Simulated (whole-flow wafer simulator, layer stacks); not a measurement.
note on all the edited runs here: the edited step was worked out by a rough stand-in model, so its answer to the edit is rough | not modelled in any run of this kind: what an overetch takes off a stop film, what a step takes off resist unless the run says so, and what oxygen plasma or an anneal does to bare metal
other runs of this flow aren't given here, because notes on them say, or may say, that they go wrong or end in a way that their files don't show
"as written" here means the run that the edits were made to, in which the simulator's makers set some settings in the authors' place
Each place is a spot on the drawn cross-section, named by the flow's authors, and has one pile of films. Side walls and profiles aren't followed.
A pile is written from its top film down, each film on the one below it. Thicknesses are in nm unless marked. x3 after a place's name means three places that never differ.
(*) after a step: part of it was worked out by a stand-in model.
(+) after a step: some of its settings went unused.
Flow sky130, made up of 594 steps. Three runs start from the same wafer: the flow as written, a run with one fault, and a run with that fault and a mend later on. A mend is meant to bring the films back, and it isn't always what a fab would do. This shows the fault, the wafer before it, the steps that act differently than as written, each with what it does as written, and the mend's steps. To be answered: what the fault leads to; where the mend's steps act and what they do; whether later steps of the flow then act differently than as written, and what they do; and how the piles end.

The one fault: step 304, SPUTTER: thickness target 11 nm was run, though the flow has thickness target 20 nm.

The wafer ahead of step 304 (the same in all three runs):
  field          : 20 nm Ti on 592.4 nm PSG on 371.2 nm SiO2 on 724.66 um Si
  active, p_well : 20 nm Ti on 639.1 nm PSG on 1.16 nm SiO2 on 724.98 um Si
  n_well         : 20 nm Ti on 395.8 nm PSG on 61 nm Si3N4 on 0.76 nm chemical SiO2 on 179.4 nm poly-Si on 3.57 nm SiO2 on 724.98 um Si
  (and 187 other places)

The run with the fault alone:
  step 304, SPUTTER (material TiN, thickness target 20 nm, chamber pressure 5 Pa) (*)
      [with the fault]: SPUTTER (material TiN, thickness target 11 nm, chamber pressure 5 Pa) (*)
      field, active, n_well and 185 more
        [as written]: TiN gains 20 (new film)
        [with the fault]: TiN gains 11 (new film)
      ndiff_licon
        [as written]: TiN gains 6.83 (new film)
        [with the fault]: TiN gains 3.81 (new film)
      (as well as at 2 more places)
  Steps later in the flow that act otherwise than as written (not shown: 1 more step that differs only slightly, by at most 2% or 0.5 nm, whichever is larger):
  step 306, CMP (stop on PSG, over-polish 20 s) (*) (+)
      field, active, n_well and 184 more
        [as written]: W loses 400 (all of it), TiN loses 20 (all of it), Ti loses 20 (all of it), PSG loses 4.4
        [with the fault]: W loses 400 (all of it), TiN loses 11 (all of it), Ti loses 20 (all of it), PSG loses 4.4
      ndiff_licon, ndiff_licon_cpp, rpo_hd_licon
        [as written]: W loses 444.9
        [with the fault]: W loses 435.9
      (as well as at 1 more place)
  The piles end different from the flow's at poly_licon, ndiff_licon, ndiff_licon_cpp, rpo_hd_licon by more than 2% or 0.5 nm, whichever is larger.
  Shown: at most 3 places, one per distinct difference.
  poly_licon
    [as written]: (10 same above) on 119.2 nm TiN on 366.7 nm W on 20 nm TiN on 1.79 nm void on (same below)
    [with the fault]: (10 same above) on 119.2 nm TiN on 375.7 nm W on 11 nm TiN on 1.79 nm void on (same below)
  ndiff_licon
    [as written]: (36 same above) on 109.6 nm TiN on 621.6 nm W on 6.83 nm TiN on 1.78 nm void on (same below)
    [with the fault]: (36 same above) on 109.6 nm TiN on 624.6 nm W on 3.81 nm TiN on 1.78 nm void on (same below)
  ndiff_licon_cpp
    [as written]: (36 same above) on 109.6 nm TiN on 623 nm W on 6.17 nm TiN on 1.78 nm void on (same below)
    [with the fault]: (36 same above) on 109.6 nm TiN on 625.7 nm W on 3.44 nm TiN on 1.78 nm void on (same below)

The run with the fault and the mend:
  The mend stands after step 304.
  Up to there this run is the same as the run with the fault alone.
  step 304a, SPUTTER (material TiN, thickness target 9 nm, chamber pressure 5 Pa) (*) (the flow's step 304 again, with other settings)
      field, active, n_well and 185 more
        TiN gains 9
      ndiff_licon
        TiN gains 3.02
      ndiff_licon_cpp
        TiN gains 2.73
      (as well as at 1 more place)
  None of the later steps of the flow differs from how it acts as written, at any place that is followed, by more than 2% or 0.5 nm, whichever is larger.
  The piles end only slightly different from the flow's at the places that both follow, by no more than 2% or 0.5 nm, whichever is larger.
